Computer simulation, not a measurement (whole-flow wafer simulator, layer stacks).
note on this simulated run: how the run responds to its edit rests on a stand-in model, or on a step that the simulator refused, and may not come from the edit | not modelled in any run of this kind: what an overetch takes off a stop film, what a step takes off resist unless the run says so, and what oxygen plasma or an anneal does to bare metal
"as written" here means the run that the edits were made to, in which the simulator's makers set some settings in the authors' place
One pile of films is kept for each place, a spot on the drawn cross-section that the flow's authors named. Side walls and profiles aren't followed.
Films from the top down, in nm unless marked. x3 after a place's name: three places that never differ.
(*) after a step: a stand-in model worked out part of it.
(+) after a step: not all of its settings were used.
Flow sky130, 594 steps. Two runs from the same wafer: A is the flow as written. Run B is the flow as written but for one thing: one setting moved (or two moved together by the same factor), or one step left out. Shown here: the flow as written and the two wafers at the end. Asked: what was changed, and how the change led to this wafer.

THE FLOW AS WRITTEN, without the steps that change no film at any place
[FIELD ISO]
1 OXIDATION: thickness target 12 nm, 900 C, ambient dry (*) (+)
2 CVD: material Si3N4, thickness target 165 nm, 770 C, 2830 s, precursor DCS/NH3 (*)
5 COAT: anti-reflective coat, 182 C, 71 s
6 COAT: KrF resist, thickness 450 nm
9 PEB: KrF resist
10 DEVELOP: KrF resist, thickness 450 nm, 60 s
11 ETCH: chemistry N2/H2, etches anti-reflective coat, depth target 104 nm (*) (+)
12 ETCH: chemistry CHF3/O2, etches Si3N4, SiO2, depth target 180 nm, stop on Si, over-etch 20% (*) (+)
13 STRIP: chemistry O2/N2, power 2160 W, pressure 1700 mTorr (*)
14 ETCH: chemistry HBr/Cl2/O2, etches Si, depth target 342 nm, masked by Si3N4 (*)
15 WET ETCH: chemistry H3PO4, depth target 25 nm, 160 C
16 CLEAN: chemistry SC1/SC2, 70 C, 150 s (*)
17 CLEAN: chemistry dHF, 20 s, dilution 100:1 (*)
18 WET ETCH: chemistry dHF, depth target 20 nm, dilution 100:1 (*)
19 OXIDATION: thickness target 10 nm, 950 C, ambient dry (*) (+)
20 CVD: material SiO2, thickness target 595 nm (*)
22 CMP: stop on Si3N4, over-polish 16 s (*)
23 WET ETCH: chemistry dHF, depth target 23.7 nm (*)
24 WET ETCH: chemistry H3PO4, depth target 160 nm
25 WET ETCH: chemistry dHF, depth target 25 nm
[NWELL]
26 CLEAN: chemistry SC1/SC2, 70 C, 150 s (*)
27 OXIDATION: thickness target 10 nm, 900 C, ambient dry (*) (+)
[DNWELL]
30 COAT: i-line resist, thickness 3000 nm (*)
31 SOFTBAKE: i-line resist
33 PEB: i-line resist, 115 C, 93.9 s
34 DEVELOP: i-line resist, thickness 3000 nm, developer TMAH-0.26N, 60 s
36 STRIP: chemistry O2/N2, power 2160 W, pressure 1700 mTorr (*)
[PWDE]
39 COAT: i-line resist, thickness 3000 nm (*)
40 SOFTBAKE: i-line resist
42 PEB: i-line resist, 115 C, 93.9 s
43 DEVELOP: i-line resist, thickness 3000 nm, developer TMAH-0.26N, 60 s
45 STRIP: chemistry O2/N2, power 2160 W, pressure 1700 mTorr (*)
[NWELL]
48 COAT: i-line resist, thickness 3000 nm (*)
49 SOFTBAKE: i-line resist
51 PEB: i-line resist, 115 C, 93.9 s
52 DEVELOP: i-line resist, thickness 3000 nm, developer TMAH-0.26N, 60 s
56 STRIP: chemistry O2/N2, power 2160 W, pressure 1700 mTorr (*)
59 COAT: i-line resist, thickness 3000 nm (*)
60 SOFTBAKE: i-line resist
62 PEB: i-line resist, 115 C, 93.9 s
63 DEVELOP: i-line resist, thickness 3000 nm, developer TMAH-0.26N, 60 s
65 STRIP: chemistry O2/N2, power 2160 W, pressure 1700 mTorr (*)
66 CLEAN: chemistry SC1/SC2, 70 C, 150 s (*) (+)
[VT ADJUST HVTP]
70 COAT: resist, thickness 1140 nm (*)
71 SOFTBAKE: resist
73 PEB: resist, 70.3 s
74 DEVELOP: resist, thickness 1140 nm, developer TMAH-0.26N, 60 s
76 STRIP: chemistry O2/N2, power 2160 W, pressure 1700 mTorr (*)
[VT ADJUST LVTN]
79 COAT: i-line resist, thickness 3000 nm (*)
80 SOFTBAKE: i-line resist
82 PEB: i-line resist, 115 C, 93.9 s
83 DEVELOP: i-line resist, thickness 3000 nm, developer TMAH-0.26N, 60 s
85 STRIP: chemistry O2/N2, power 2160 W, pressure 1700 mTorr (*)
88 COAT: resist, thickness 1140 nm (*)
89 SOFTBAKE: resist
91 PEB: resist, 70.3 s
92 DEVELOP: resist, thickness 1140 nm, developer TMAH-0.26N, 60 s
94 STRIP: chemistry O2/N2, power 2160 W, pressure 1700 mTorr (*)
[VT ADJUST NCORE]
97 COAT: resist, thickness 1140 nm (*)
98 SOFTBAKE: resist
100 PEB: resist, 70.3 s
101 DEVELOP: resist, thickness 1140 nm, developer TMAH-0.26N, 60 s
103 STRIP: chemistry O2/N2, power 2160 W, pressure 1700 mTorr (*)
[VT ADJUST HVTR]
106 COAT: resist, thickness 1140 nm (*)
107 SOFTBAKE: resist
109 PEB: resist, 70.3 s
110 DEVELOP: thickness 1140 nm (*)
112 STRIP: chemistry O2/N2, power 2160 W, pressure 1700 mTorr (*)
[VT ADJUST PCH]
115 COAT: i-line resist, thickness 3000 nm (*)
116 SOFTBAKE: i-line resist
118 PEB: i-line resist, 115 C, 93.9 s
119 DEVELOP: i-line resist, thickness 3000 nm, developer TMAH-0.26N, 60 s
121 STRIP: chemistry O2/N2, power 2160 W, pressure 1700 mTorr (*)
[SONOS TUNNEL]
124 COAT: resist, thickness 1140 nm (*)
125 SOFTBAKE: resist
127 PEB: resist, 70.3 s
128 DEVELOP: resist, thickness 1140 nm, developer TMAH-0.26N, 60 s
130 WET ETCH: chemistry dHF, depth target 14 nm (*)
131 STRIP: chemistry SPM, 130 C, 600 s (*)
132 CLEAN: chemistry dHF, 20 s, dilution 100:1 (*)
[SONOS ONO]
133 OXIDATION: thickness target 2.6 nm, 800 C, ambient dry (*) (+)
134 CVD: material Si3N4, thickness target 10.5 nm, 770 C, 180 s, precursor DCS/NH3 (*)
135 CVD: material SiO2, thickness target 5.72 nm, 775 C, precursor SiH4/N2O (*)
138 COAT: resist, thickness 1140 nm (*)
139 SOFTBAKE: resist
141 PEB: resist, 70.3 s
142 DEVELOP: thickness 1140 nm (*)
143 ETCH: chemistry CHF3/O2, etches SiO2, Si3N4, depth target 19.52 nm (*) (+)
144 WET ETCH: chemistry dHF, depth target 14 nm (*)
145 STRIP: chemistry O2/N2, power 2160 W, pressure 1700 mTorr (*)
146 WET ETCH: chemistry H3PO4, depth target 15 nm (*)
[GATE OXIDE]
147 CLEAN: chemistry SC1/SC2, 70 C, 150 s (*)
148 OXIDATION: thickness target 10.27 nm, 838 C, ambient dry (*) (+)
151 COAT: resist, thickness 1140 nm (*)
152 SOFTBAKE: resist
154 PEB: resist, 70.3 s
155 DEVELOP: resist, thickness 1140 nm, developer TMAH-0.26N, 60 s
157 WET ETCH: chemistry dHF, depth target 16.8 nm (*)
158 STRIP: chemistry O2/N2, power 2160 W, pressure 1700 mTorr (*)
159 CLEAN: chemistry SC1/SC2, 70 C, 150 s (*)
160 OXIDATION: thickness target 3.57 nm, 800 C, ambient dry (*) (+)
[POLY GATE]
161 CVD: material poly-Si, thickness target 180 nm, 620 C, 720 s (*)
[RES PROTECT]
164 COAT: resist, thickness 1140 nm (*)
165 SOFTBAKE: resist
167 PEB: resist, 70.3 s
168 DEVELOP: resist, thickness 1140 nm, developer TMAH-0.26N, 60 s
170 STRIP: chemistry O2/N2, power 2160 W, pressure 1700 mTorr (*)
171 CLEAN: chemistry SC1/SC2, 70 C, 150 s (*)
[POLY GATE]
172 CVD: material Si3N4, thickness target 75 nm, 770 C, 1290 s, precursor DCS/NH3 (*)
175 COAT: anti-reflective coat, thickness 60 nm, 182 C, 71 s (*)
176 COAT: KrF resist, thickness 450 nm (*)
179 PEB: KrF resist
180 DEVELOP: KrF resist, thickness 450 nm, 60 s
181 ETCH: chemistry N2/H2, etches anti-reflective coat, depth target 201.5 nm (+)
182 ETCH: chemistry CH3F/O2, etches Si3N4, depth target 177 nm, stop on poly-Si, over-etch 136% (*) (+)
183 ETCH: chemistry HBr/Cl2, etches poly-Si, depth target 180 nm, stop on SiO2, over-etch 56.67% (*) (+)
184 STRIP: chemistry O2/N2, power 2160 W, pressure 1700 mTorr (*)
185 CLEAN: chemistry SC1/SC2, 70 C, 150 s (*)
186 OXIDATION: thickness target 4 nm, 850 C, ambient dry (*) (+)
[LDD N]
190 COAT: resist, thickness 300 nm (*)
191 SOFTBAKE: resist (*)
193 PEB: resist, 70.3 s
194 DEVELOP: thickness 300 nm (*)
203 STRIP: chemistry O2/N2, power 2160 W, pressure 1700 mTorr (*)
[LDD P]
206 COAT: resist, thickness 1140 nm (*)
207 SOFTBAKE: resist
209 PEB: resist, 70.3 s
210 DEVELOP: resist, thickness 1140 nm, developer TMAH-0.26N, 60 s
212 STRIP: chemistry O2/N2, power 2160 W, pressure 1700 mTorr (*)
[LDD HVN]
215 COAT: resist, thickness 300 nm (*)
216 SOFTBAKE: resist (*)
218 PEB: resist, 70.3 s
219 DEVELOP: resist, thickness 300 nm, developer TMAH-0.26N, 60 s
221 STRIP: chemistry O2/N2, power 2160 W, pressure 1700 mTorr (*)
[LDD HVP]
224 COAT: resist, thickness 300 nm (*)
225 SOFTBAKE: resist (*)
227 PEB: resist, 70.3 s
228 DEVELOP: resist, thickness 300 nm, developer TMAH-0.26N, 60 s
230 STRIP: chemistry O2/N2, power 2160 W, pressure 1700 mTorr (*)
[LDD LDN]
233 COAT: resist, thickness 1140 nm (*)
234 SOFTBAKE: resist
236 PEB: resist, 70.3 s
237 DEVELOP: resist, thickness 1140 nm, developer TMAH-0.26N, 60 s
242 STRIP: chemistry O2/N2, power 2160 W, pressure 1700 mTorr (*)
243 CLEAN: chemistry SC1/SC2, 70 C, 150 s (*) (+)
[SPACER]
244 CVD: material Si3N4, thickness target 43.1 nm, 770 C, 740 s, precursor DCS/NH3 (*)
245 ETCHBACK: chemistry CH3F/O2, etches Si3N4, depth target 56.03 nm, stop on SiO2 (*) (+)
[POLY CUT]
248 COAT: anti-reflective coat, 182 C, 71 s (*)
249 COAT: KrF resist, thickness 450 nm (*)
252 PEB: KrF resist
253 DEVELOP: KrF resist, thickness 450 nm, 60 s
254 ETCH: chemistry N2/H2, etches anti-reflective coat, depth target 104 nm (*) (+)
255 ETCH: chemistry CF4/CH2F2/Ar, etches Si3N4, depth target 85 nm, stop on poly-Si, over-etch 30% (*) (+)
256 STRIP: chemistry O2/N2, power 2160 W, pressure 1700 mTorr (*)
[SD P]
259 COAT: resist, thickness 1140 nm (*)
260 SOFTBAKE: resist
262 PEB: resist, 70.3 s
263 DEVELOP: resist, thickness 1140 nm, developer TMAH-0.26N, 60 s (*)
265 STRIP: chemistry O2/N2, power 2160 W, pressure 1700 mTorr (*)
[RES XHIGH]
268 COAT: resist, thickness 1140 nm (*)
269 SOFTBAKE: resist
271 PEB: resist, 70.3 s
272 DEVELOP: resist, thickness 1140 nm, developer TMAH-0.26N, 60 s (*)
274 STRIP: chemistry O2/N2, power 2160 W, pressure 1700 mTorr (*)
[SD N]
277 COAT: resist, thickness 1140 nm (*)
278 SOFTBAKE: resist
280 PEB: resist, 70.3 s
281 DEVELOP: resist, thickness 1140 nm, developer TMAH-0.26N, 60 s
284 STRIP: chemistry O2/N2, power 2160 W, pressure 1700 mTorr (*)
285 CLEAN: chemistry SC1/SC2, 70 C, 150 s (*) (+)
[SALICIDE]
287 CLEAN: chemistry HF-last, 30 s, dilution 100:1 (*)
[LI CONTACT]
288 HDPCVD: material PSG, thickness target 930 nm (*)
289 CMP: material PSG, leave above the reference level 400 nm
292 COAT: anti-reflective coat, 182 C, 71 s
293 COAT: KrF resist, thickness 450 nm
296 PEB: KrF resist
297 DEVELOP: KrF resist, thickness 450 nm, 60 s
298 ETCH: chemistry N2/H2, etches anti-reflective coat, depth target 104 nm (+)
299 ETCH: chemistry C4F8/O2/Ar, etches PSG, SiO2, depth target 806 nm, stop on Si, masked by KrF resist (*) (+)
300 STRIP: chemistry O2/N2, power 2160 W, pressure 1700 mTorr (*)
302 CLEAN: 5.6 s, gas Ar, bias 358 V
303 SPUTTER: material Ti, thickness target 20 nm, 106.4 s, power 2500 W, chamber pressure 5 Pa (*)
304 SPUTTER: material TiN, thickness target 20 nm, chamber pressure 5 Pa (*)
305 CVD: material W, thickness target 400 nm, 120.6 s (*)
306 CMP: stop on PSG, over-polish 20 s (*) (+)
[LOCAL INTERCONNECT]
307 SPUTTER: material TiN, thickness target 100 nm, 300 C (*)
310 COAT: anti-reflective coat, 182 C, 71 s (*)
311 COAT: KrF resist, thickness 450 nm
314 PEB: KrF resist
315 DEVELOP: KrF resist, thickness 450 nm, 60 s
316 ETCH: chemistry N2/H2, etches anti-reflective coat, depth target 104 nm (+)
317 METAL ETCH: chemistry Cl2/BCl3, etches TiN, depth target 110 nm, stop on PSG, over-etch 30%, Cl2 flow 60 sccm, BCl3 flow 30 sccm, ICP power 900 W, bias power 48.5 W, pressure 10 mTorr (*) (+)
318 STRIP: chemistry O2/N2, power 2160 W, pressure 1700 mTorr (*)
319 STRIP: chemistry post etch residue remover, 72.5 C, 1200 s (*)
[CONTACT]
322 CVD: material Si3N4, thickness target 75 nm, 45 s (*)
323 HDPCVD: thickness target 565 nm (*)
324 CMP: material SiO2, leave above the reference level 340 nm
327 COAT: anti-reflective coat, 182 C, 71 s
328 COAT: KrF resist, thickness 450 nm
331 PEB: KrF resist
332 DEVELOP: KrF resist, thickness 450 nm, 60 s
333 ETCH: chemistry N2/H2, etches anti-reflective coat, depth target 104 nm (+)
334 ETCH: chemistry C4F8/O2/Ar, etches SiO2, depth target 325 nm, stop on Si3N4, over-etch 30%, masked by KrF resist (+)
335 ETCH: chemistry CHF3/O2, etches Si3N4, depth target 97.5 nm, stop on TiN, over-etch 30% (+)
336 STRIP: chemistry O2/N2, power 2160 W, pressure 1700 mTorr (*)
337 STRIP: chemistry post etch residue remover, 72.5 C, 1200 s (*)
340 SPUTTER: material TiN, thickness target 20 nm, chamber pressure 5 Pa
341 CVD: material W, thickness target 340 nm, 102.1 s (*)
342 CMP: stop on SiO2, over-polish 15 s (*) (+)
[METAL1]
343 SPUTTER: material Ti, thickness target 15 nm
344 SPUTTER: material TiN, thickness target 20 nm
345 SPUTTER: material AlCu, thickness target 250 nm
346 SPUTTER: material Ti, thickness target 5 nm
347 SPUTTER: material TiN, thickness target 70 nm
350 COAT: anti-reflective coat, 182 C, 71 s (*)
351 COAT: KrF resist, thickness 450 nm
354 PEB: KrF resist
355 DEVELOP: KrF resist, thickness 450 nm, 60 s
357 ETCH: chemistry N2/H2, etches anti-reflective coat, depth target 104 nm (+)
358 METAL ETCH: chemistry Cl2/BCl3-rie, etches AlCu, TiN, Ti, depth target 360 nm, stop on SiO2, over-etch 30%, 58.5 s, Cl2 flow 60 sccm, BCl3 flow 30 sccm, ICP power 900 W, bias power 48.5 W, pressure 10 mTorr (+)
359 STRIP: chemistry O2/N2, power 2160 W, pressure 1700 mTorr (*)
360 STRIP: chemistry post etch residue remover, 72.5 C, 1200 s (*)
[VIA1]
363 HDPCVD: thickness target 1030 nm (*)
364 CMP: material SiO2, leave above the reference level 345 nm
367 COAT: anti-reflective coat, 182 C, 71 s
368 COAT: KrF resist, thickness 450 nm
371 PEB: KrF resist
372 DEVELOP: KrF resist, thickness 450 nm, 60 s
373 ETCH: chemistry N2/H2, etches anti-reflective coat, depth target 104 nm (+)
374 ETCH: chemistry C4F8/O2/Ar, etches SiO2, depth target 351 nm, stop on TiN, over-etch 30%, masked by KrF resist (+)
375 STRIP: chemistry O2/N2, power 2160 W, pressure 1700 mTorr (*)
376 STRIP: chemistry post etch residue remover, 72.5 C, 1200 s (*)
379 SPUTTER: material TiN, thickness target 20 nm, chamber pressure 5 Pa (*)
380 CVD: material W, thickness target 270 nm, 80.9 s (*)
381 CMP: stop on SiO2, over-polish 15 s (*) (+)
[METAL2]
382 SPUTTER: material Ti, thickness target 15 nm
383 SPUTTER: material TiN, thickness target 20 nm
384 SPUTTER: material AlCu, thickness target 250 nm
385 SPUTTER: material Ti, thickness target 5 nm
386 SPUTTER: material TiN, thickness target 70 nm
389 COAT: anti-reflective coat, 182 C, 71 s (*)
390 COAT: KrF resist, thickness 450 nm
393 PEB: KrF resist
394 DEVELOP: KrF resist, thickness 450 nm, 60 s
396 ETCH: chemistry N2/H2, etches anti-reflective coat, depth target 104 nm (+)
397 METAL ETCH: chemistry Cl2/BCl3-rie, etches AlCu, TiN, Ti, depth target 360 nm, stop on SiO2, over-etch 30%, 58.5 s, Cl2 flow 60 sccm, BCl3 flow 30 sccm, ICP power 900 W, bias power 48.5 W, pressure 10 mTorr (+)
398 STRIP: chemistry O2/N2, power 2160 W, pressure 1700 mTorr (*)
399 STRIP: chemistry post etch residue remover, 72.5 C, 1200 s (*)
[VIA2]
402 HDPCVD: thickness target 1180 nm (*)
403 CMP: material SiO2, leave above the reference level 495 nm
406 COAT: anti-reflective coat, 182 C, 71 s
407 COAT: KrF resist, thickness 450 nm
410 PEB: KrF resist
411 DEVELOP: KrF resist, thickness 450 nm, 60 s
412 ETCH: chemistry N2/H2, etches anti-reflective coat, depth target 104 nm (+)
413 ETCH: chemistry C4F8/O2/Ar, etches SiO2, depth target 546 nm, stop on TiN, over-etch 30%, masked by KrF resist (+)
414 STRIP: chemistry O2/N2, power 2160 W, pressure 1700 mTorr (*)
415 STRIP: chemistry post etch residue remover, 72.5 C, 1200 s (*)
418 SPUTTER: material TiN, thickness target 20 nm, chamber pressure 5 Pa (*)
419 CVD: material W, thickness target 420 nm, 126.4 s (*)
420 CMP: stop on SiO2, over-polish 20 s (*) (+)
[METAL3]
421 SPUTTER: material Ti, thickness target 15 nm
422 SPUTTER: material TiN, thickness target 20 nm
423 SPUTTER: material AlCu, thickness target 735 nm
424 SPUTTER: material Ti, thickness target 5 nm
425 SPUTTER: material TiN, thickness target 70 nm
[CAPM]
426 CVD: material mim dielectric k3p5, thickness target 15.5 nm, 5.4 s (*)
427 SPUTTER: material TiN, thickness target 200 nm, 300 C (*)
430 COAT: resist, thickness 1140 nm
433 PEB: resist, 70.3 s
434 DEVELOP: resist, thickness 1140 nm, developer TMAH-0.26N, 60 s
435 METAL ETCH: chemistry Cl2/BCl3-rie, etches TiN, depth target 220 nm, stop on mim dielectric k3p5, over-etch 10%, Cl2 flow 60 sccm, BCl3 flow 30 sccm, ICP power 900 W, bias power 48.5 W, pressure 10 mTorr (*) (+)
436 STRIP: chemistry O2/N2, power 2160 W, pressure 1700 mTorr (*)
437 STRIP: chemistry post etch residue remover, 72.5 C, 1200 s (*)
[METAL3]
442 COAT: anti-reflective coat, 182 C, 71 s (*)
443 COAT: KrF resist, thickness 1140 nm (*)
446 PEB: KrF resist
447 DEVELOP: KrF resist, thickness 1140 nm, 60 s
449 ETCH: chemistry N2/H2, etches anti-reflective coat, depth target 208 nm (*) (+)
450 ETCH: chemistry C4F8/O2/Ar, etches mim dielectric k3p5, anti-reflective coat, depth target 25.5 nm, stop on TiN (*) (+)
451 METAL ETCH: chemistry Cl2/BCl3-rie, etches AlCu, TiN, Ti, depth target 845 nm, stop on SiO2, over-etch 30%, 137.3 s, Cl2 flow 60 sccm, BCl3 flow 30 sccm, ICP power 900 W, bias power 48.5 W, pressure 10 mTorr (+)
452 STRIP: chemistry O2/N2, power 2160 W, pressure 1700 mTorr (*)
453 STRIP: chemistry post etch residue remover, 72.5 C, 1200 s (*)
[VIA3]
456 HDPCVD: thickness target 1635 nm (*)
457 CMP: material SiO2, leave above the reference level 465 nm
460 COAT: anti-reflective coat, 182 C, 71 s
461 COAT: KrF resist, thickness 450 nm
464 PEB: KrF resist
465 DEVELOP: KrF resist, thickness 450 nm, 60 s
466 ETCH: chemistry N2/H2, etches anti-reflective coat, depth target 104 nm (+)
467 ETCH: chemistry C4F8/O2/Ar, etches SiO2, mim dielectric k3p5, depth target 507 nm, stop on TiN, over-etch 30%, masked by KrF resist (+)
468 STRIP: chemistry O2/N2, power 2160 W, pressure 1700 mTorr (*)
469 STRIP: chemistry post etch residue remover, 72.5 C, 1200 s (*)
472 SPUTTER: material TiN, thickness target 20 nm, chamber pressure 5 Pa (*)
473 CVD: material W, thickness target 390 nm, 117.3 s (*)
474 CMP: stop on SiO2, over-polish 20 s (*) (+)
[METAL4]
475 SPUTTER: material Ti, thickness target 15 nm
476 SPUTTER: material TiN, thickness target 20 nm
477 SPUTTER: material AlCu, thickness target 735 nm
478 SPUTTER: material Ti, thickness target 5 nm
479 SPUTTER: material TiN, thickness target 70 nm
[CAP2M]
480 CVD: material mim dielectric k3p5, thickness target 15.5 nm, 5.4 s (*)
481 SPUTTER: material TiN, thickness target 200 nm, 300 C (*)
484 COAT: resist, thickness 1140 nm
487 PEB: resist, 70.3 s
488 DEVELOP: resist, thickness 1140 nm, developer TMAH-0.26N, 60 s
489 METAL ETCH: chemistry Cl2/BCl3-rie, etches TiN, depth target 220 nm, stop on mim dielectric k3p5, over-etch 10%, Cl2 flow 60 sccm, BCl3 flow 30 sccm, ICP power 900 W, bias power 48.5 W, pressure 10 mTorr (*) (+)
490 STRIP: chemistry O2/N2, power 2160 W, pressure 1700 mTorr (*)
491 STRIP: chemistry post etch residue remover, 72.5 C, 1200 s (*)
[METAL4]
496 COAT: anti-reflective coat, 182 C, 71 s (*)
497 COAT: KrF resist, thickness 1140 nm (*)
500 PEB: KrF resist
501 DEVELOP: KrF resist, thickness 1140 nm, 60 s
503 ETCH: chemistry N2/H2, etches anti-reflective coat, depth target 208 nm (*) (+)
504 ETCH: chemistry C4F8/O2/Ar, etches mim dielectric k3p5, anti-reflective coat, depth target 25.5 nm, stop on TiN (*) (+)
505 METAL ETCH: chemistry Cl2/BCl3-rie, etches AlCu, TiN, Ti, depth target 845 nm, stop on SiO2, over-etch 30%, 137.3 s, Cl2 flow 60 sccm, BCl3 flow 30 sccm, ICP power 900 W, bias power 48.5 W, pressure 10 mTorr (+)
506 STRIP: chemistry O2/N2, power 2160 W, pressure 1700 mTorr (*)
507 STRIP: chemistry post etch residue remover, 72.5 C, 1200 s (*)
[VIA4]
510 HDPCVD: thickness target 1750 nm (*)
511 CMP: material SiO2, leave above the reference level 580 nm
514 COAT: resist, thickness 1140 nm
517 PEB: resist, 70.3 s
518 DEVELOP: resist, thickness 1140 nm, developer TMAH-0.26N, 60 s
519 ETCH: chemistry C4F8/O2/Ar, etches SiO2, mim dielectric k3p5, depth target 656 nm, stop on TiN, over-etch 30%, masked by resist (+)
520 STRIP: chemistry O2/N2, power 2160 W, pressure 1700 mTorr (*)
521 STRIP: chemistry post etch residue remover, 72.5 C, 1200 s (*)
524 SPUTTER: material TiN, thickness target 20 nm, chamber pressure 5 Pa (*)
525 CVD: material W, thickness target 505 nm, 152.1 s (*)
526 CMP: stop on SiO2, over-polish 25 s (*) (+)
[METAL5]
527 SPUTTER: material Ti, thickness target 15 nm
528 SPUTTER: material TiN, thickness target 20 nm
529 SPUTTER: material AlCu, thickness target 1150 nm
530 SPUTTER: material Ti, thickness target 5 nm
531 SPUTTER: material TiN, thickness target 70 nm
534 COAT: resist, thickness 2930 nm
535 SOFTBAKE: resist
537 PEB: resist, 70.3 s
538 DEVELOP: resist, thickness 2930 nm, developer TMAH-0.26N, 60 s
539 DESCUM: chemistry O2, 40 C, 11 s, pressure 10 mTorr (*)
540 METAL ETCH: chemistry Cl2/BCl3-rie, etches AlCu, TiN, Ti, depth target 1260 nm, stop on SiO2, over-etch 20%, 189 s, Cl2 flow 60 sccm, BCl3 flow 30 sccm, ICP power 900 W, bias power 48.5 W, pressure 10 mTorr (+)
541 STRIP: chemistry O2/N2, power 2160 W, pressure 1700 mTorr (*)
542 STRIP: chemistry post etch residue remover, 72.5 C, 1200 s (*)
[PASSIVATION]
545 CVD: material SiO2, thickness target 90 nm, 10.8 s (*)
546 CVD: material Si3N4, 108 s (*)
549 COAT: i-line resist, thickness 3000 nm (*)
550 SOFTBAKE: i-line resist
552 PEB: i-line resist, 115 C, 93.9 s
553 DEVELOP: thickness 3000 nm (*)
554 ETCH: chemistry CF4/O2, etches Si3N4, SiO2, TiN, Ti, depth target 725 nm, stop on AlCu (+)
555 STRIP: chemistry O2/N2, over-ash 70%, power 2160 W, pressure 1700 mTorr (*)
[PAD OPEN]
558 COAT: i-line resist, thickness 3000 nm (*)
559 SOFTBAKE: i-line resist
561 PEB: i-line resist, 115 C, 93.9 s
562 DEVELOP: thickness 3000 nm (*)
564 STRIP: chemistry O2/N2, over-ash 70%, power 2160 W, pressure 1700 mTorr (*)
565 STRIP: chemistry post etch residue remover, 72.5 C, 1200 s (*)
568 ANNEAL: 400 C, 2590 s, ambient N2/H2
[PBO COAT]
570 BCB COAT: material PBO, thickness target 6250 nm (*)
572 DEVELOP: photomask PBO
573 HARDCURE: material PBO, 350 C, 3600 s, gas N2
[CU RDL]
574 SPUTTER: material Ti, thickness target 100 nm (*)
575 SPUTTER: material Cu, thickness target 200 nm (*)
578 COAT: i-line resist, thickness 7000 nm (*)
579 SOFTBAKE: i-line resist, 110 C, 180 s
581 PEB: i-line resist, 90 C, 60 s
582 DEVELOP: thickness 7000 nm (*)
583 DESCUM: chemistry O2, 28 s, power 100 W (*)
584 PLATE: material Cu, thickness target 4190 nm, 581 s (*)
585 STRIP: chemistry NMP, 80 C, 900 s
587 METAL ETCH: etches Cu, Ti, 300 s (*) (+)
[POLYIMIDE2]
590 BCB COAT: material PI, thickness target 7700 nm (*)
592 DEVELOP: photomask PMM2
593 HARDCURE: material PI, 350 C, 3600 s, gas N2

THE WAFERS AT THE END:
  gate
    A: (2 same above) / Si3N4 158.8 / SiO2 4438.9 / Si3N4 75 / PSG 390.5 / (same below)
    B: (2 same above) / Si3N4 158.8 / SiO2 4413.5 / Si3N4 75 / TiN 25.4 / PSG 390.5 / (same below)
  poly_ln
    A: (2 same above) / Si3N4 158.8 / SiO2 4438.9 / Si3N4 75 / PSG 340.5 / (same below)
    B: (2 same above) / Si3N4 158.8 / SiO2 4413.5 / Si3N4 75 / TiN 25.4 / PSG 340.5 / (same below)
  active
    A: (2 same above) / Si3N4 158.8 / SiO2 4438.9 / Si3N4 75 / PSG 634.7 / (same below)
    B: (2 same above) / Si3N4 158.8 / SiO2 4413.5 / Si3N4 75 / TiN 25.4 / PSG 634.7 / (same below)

The cause: step 316, ETCH: depth target 44.2 nm was run, where the flow has depth target 104 nm.

How the change led to this, step by step:
  316 ETCH: chemistry N2/H2, etches anti-reflective coat, depth target 104 nm (+)
      field, active, gate and 87 more: A anti-reflective coat -80 (all of it), TiN -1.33 | B anti-reflective coat -44.2
      rpo_hd: A anti-reflective coat -80 (all of it), TiN -1.34 | B anti-reflective coat -44.2
      (and at 100 more places)
  317 METAL ETCH: chemistry Cl2/BCl3, etches TiN, depth target 110 nm, stop on PSG, over-etch 30%, Cl2 flow 60 sccm, BCl3 flow 30 sccm, ICP power 900 W, bias power 48.5 W, pressure 10 mTorr (*) (+)
      field, active, gate and 88 more: A TiN -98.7 (all of it) | B anti-reflective coat -35.8 (all of it), TiN -74.2
  318 STRIP: chemistry O2/N2, power 2160 W, pressure 1700 mTorr (*)
      n_well, p_well, gate_hv and 88 more: A KrF resist -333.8 (all of it), anti-reflective coat -80 (all of it) | B KrF resist -367 (all of it), anti-reflective coat -80 (all of it)
      drift_dnw, nw_fld, nw_fld__w1, ndiff_licon_rim, pnp_par_nw: A KrF resist -333.8 (all of it), anti-reflective coat -80 (all of it) | B KrF resist -367.1 (all of it), anti-reflective coat -80 (all of it)
      (and at 4 more places)
  324 CMP: material SiO2, leave above the reference level 340 nm
      field, active, gate and 88 more: A SiO2 -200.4 | B SiO2 -225.8
Counting metal films that touch as one body, gate has 1 body; the flow as written gives 0 bodies.
Counting metal films that touch as one body, poly_ln has 1 body; the flow as written gives 0 bodies.
Counting metal films that touch as one body, active has 1 body; the flow as written gives 0 bodies.
